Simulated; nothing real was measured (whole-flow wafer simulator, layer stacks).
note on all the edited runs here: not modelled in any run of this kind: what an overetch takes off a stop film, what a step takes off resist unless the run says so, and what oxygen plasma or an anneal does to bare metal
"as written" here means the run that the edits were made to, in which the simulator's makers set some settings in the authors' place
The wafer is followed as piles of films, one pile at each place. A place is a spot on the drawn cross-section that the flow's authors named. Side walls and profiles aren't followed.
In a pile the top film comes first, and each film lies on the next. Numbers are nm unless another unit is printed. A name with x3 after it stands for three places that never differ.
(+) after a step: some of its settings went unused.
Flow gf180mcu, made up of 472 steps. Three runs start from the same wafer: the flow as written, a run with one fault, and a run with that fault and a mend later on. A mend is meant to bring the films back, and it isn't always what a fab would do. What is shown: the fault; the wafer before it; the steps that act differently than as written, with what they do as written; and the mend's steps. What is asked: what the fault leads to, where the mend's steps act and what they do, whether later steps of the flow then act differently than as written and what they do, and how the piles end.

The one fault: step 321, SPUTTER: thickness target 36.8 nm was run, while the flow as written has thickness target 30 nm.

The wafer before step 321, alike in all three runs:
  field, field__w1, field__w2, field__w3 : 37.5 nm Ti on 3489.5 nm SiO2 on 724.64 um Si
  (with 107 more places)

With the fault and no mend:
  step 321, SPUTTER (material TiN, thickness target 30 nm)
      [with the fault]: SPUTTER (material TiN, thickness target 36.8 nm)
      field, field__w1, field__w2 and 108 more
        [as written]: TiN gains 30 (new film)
        [with the fault]: TiN gains 36.8 (new film)
  Steps further on in the flow that do not act as written:
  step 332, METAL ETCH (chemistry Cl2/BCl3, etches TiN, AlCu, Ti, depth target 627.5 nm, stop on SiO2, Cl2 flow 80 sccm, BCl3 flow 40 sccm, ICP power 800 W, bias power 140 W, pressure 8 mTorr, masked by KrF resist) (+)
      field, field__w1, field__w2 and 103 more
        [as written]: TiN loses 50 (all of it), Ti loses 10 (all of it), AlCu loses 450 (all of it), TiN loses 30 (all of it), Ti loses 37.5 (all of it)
        [with the fault]: TiN loses 50 (all of it), Ti loses 10 (all of it), AlCu loses 450 (all of it), TiN loses 36.8 (all of it), Ti loses 37.5 (all of it)
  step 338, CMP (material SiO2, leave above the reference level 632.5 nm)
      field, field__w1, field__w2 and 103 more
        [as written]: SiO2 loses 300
        [with the fault]: SiO2 loses 293.2
  By the end, the piles at field__w8, contact, m1, m1__w1, m1_nw depart from the flow's by more than 2% or 0.5 nm, whichever is larger.
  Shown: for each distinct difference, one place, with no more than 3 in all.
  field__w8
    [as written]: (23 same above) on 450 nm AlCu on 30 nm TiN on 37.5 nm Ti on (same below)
    [with the fault]: (23 same above) on 450 nm AlCu on 36.8 nm TiN on 37.5 nm Ti on (same below)
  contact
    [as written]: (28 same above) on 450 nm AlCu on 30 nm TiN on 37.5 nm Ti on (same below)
    [with the fault]: (28 same above) on 450 nm AlCu on 36.8 nm TiN on 37.5 nm Ti on (same below)

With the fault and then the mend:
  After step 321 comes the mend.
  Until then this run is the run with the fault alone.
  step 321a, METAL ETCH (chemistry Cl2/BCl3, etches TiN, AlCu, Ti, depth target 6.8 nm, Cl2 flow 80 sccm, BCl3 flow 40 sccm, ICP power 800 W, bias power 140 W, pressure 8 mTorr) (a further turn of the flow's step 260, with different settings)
      field, field__w1, field__w2 and 108 more
        TiN loses 6.8
  Every later step of the flow that is run acts as written at every place that is followed.
  The piles end the same as the flow's at every place that both follow.
